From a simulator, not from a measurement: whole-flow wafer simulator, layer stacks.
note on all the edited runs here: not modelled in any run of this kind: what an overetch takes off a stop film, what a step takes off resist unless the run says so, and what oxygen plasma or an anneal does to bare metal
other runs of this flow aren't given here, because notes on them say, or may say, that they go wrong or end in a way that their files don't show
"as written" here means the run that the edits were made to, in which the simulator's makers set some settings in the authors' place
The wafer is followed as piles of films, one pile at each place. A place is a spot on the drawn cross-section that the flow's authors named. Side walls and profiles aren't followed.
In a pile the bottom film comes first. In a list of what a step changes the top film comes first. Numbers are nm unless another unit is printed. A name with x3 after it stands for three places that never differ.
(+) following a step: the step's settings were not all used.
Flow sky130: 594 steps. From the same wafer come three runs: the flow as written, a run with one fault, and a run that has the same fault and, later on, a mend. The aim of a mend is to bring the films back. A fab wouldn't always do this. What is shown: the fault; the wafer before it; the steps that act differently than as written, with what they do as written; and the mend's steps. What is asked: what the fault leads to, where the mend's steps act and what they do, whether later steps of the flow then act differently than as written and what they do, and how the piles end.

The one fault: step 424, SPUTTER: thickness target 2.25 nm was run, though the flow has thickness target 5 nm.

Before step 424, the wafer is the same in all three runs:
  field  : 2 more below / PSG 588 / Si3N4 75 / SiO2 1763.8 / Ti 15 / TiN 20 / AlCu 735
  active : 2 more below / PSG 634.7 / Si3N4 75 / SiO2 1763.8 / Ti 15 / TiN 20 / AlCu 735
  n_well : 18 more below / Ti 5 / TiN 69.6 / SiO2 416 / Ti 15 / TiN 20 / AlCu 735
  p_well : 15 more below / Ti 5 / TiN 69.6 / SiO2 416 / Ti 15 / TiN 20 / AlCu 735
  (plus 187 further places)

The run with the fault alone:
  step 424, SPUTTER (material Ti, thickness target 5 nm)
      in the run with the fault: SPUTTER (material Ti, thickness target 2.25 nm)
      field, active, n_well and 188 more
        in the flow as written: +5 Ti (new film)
        in the run with the fault: +2.25 Ti (new film)
  Steps later in the flow that act otherwise than as written (10 other steps are not shown; they differ only slightly, by no more than 2% or 0.5 nm, whichever is larger):
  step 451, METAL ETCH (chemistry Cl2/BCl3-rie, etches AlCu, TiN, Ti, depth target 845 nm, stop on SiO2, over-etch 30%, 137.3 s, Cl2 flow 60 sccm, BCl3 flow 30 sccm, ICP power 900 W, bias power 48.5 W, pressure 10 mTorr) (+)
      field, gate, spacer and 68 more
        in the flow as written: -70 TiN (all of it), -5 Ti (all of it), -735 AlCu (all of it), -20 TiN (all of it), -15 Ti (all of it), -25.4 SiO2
        in the run with the fault: -70 TiN (all of it), -2.25 Ti (all of it), -735 AlCu (all of it), -20 TiN (all of it), -15 Ti (all of it), -25.6 SiO2
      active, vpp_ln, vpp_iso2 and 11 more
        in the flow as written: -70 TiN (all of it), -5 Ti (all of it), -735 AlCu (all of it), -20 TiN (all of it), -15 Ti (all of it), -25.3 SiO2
        in the run with the fault: -70 TiN (all of it), -2.25 Ti (all of it), -735 AlCu (all of it), -20 TiN (all of it), -15 Ti (all of it), -25.6 SiO2
  The piles end different from the flow's at n_well, p_well, gate_hv and 104 more by more than 2% or 0.5 nm, whichever is larger.
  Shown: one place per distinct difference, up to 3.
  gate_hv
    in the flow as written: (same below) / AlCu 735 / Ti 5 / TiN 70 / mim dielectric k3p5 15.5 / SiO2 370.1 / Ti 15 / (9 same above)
    in the run with the fault: (same below) / AlCu 735 / Ti 2.25 / TiN 70 / mim dielectric k3p5 15.5 / SiO2 372.9 / Ti 15 / (9 same above)
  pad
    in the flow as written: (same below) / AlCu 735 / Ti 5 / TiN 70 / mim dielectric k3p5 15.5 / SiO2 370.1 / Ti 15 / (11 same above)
    in the run with the fault: (same below) / AlCu 735 / Ti 2.25 / TiN 70 / mim dielectric k3p5 15.5 / SiO2 372.9 / Ti 15 / (11 same above)
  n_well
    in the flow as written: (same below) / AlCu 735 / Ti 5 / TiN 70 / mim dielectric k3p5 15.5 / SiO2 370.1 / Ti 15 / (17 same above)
    in the run with the fault: (same below) / AlCu 735 / Ti 2.25 / TiN 70 / mim dielectric k3p5 15.5 / SiO2 372.9 / Ti 15 / (17 same above)

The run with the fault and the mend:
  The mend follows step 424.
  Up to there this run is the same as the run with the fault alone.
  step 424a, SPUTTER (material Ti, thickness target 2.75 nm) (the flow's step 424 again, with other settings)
      field, active, n_well and 188 more
        +2.75 Ti
  None of the later steps of the flow acts differently than as written at any place that is followed.
  The piles end the same as the flow's at every place that both follow.
